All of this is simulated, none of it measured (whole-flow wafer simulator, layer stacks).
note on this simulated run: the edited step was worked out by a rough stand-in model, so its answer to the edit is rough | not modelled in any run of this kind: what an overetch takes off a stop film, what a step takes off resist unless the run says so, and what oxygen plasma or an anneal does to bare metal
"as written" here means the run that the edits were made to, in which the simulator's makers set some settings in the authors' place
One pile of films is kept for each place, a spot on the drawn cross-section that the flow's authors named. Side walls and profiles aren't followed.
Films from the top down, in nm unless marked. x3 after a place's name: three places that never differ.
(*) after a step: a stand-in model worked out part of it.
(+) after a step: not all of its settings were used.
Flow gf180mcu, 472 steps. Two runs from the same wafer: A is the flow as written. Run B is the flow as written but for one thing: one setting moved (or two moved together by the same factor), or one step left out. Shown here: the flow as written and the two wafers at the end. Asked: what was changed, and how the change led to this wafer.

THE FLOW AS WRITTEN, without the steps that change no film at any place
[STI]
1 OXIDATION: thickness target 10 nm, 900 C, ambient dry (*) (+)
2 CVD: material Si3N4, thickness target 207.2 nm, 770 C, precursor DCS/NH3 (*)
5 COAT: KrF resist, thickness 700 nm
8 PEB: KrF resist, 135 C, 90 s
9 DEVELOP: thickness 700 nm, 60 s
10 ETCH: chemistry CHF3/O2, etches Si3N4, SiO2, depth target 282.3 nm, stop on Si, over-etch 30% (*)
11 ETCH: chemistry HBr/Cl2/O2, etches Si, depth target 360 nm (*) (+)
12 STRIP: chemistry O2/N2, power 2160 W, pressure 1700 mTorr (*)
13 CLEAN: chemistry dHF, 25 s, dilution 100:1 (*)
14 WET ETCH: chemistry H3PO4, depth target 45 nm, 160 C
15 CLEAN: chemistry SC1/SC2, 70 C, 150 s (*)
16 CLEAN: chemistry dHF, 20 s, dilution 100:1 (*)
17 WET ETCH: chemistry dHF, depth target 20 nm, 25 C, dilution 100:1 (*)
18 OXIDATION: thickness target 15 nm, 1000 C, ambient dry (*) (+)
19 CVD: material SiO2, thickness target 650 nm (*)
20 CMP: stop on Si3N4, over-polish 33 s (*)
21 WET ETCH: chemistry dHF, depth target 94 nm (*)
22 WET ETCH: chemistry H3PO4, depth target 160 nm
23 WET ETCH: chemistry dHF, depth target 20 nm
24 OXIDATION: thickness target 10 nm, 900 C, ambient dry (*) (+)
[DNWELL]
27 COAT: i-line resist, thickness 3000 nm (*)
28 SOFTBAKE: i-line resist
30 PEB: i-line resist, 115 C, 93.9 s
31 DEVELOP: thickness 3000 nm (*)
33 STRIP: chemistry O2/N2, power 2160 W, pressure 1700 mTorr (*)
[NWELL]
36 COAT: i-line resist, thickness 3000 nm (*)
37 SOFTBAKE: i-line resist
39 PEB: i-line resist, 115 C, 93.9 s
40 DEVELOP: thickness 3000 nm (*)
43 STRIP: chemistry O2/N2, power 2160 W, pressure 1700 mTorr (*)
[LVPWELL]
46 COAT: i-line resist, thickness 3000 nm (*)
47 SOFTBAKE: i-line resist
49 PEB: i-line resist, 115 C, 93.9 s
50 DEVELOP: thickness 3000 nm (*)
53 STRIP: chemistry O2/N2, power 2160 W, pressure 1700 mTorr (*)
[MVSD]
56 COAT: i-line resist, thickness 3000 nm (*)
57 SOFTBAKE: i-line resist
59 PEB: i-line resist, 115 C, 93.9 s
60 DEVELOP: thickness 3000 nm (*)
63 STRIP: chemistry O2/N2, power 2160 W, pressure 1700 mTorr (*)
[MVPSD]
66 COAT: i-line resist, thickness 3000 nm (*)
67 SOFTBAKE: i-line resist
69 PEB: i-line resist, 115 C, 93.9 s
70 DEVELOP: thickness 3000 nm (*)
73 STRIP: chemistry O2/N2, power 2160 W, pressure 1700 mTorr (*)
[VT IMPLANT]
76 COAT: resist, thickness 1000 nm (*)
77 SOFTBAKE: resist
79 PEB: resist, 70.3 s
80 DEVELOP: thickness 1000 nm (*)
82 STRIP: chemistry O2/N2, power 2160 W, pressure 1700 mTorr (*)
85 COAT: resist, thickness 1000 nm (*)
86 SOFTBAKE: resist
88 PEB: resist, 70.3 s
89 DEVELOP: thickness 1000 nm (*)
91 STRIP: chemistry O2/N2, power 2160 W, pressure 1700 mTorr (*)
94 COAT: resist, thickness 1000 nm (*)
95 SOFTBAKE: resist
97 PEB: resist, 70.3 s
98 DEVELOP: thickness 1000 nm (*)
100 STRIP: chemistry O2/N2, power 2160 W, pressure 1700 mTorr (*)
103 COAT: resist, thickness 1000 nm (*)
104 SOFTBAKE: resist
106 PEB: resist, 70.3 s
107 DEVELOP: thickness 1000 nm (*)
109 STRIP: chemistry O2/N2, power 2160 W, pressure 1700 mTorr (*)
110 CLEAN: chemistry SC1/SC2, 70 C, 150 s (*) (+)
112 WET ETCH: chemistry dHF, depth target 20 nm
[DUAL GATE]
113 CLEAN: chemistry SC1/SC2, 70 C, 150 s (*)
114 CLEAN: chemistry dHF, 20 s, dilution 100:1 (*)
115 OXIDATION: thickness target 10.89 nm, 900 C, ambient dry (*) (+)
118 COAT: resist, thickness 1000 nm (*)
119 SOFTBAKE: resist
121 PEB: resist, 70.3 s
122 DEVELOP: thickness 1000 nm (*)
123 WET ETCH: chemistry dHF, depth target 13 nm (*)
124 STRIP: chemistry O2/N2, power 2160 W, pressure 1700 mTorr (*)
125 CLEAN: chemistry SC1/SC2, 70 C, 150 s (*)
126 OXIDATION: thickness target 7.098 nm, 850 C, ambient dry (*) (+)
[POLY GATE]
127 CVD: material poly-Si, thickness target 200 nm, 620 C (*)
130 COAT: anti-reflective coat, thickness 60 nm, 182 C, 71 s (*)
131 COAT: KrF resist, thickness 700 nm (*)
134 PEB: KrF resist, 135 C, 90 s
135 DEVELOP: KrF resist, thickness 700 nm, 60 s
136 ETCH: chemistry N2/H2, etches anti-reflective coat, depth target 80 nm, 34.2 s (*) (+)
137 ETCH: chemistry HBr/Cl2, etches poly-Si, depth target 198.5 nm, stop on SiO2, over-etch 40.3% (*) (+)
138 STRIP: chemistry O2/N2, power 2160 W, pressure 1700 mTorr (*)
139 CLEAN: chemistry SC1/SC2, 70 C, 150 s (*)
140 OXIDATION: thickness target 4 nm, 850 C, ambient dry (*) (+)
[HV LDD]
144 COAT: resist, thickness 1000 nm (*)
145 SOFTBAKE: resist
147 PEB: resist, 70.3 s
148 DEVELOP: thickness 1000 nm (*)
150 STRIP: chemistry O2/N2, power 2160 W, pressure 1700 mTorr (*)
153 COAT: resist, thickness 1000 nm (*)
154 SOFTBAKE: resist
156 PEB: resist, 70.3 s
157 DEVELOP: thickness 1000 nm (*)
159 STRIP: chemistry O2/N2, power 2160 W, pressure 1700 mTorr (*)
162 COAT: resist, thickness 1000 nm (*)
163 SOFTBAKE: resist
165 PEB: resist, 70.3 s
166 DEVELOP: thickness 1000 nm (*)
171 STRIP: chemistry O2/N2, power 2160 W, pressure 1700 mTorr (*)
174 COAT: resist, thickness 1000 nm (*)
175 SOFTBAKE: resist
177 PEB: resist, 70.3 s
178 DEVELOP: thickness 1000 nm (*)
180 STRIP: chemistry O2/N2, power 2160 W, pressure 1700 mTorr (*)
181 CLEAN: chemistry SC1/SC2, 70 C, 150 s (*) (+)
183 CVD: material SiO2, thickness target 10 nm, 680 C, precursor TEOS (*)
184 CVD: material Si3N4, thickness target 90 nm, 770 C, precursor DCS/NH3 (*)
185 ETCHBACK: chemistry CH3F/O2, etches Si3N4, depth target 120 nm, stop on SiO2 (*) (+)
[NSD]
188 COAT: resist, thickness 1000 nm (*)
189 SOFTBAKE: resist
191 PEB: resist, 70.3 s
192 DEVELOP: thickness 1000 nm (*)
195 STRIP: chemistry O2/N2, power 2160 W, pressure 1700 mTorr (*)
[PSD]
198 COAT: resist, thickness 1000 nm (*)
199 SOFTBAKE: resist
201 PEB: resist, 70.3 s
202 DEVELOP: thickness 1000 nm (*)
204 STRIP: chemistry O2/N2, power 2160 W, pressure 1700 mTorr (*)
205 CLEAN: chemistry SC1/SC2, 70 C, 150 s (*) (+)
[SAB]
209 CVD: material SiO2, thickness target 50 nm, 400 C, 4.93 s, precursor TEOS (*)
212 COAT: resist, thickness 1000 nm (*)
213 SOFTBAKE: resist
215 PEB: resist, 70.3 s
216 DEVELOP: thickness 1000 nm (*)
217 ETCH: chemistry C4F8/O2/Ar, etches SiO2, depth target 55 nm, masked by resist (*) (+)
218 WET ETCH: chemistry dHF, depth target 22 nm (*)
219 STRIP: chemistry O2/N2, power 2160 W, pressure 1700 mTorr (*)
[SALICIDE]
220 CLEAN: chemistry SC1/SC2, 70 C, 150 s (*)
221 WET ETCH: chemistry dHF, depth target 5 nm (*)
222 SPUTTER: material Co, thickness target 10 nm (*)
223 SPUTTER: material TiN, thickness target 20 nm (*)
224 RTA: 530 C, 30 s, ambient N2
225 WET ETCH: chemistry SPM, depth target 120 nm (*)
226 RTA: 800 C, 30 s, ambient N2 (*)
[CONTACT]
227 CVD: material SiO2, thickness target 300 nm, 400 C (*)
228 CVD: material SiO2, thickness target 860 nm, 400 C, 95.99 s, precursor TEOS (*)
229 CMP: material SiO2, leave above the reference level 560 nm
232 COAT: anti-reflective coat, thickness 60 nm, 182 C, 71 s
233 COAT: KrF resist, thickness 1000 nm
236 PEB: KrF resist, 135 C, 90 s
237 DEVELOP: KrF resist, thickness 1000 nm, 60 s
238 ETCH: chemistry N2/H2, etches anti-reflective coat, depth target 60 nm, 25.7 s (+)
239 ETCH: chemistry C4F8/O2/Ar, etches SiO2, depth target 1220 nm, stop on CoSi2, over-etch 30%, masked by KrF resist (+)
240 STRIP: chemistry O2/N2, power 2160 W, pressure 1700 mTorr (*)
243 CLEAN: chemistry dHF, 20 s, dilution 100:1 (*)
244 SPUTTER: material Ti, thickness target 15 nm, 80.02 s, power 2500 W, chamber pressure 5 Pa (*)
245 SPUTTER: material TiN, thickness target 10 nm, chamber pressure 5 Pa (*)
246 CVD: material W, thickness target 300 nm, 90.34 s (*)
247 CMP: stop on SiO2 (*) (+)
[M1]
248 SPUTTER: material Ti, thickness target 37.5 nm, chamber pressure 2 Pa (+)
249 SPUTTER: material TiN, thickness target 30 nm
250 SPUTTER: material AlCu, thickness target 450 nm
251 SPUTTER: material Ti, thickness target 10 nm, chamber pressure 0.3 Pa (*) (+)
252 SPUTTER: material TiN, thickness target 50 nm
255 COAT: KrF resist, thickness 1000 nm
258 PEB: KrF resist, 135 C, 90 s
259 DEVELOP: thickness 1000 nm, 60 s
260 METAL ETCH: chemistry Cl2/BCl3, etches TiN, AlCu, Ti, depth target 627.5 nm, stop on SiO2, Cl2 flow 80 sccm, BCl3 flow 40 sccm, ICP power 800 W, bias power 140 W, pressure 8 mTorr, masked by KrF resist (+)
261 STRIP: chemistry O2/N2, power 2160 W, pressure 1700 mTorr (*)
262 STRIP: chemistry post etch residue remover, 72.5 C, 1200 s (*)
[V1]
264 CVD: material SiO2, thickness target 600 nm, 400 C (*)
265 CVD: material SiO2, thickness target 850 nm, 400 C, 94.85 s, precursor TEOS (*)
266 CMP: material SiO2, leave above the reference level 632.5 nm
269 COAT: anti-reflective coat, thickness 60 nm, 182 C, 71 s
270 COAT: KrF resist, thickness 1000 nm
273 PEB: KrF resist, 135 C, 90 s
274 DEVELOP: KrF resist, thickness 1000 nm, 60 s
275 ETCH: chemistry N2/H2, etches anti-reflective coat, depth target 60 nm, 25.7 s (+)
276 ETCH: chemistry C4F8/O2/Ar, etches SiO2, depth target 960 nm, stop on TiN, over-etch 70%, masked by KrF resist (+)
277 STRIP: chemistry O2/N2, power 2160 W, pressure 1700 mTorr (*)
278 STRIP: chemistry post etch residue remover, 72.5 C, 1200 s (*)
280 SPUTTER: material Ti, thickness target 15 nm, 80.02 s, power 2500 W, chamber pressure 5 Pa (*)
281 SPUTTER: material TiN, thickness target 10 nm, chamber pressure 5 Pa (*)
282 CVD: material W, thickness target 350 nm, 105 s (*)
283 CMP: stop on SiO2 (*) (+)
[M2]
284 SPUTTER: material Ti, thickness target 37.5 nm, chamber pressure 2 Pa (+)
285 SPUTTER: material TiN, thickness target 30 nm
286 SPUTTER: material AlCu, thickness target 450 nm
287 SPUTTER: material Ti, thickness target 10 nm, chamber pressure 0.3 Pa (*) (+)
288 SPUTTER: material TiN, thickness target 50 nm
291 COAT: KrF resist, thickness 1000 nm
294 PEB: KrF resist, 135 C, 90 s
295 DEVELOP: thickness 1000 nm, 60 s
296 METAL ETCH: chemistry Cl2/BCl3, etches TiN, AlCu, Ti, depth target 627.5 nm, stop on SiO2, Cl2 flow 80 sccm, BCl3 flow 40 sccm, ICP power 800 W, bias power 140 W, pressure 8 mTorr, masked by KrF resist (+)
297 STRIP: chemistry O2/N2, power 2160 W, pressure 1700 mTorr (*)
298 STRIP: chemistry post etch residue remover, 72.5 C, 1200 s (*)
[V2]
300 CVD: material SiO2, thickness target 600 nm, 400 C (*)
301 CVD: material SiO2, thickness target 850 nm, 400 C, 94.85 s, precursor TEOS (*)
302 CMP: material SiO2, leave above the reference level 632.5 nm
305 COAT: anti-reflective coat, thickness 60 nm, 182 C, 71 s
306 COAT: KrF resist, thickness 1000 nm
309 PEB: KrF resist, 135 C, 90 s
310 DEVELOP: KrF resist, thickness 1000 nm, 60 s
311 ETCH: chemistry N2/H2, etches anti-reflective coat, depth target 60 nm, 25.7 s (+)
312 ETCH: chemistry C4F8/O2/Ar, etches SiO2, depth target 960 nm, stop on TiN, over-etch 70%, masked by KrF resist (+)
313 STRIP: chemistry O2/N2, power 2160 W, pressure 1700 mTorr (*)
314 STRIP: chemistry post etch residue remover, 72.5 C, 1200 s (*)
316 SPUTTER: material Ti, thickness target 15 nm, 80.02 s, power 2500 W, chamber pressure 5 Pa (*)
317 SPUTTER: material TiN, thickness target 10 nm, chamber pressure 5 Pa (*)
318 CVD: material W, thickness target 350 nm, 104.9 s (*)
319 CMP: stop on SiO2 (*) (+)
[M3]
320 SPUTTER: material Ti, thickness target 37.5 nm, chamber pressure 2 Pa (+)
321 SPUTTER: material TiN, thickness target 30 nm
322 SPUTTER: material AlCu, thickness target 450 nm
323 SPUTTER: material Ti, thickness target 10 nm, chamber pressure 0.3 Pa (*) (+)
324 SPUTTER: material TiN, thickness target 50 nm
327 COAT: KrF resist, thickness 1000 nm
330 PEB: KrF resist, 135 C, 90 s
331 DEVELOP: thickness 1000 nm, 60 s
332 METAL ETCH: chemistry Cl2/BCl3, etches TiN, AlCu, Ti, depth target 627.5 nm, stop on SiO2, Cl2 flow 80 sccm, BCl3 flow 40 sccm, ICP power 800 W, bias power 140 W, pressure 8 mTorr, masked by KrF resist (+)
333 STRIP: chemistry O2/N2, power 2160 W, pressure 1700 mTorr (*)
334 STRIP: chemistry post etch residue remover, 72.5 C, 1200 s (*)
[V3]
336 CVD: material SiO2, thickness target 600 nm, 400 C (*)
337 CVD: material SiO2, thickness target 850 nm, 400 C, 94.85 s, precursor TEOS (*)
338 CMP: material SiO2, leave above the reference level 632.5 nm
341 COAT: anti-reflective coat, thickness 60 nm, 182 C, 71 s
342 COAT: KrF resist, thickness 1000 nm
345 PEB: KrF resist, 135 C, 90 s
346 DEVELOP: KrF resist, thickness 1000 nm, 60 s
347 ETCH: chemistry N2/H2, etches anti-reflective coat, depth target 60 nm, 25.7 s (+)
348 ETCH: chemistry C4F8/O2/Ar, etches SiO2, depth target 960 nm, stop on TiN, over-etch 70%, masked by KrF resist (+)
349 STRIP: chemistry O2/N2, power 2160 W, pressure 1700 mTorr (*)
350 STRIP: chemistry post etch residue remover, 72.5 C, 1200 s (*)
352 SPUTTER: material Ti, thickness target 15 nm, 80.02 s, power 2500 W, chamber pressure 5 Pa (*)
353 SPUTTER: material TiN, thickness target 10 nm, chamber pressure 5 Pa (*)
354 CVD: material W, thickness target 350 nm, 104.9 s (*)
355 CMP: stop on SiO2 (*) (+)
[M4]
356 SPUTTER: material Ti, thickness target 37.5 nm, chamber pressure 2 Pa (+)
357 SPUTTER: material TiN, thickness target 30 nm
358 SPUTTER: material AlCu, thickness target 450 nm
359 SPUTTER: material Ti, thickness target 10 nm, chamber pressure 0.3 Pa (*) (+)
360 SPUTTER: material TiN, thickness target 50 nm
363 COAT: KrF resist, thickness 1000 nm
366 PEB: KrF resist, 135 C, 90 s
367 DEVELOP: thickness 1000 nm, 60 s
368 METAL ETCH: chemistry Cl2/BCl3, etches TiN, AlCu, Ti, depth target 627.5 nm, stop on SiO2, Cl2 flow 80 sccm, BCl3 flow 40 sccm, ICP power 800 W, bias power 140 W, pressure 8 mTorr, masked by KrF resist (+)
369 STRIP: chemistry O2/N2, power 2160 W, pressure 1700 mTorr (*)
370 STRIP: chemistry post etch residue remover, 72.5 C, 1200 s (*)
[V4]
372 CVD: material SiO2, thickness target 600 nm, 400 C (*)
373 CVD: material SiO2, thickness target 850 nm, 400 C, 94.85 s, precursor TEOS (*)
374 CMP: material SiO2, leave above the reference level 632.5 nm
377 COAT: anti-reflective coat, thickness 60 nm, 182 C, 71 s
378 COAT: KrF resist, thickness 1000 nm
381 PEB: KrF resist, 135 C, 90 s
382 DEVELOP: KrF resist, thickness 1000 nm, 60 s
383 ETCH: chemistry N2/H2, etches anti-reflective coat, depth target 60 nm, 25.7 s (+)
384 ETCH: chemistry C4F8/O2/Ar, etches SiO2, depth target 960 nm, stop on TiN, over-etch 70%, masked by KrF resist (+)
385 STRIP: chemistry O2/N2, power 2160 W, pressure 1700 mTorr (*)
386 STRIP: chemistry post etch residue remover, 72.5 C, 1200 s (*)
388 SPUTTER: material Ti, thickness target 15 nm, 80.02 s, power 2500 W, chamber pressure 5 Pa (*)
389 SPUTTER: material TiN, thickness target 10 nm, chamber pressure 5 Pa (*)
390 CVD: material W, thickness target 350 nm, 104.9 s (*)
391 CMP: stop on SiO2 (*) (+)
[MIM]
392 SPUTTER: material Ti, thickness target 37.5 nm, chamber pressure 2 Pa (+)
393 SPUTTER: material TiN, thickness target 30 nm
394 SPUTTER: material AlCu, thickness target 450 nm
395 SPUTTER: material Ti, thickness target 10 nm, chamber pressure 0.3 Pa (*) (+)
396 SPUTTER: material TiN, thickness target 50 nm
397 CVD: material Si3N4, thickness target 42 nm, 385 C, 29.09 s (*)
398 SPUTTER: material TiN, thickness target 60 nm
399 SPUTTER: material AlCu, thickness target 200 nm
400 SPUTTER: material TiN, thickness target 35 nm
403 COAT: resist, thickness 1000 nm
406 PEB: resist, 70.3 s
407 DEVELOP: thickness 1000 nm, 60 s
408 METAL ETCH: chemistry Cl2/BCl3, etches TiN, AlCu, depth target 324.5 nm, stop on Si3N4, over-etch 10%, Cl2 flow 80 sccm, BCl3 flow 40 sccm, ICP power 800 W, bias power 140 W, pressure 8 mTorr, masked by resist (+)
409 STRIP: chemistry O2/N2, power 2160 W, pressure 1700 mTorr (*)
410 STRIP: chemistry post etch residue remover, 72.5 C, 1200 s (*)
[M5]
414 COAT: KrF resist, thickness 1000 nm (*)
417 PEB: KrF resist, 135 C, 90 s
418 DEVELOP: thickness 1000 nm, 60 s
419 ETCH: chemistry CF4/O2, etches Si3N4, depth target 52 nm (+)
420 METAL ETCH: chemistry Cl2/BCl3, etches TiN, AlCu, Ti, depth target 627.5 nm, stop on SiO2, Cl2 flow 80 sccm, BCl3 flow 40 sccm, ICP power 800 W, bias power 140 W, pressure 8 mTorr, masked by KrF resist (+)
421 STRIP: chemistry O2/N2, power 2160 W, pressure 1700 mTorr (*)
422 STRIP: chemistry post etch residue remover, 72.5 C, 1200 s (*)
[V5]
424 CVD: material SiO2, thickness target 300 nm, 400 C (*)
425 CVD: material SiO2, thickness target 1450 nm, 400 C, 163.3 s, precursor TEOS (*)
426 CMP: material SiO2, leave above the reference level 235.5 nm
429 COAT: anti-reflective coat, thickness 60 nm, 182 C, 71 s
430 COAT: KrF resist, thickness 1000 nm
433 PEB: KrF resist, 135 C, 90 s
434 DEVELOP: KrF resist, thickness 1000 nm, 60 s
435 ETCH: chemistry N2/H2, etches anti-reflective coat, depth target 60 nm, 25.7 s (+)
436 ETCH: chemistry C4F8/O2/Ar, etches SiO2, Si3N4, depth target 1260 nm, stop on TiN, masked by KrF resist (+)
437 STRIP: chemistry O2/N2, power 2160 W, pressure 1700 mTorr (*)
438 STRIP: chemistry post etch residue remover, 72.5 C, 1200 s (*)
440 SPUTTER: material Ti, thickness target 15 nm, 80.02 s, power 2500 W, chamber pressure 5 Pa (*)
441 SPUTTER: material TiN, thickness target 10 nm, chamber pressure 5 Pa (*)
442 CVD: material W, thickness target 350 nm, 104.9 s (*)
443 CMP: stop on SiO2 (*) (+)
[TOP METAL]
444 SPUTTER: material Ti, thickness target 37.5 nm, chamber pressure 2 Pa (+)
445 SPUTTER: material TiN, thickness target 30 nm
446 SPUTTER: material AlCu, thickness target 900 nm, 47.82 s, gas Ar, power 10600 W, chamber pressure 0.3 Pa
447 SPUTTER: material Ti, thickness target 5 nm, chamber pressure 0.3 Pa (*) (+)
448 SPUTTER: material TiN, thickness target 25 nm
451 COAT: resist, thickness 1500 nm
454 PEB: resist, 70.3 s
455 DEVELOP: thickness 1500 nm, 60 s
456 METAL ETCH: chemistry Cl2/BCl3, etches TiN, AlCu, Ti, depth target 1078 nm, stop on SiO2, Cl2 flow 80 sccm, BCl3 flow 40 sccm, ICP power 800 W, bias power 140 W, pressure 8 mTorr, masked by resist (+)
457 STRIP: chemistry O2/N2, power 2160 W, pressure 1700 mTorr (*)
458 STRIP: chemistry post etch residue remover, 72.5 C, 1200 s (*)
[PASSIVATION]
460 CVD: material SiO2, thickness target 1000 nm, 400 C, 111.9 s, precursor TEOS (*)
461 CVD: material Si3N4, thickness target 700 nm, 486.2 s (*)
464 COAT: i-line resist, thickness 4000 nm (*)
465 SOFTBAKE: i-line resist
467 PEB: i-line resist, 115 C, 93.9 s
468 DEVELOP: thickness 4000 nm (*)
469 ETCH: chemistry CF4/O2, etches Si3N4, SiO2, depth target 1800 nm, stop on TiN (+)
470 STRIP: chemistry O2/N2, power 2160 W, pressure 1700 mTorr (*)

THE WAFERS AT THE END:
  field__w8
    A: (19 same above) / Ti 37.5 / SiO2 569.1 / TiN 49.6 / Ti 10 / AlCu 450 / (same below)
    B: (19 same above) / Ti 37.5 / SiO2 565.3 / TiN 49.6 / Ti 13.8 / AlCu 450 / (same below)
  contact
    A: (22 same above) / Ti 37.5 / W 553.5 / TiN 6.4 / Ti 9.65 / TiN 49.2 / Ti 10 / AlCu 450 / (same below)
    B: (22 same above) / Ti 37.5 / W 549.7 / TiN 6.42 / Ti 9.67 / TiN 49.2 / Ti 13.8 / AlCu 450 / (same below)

The cause: step 323, SPUTTER: thickness target 13.8 nm was run, where the flow has thickness target 10 nm.
It can be read off the wafer: field__w8 has Ti 13.8, and step 323 as written asks for 10 nm.

How the change led to this, step by step:
  323 SPUTTER: material Ti, thickness target 10 nm, chamber pressure 0.3 Pa (*) (+)
      field, field__w1, field__w2 and 108 more: A Ti +10 (new film) | B Ti +13.8 (new film)
  332 METAL ETCH: chemistry Cl2/BCl3, etches TiN, AlCu, Ti, depth target 627.5 nm, stop on SiO2, Cl2 flow 80 sccm, BCl3 flow 40 sccm, ICP power 800 W, bias power 140 W, pressure 8 mTorr, masked by KrF resist (+)
      field, field__w1, field__w2 and 103 more: A TiN -50 (all of it), Ti -10 (all of it), AlCu -450 (all of it), TiN -30 (all of it), Ti -37.5 (all of it) | B TiN -50 (all of it), Ti -13.8 (all of it), AlCu -450 (all of it), TiN -30 (all of it), Ti -37.5 (all of it)
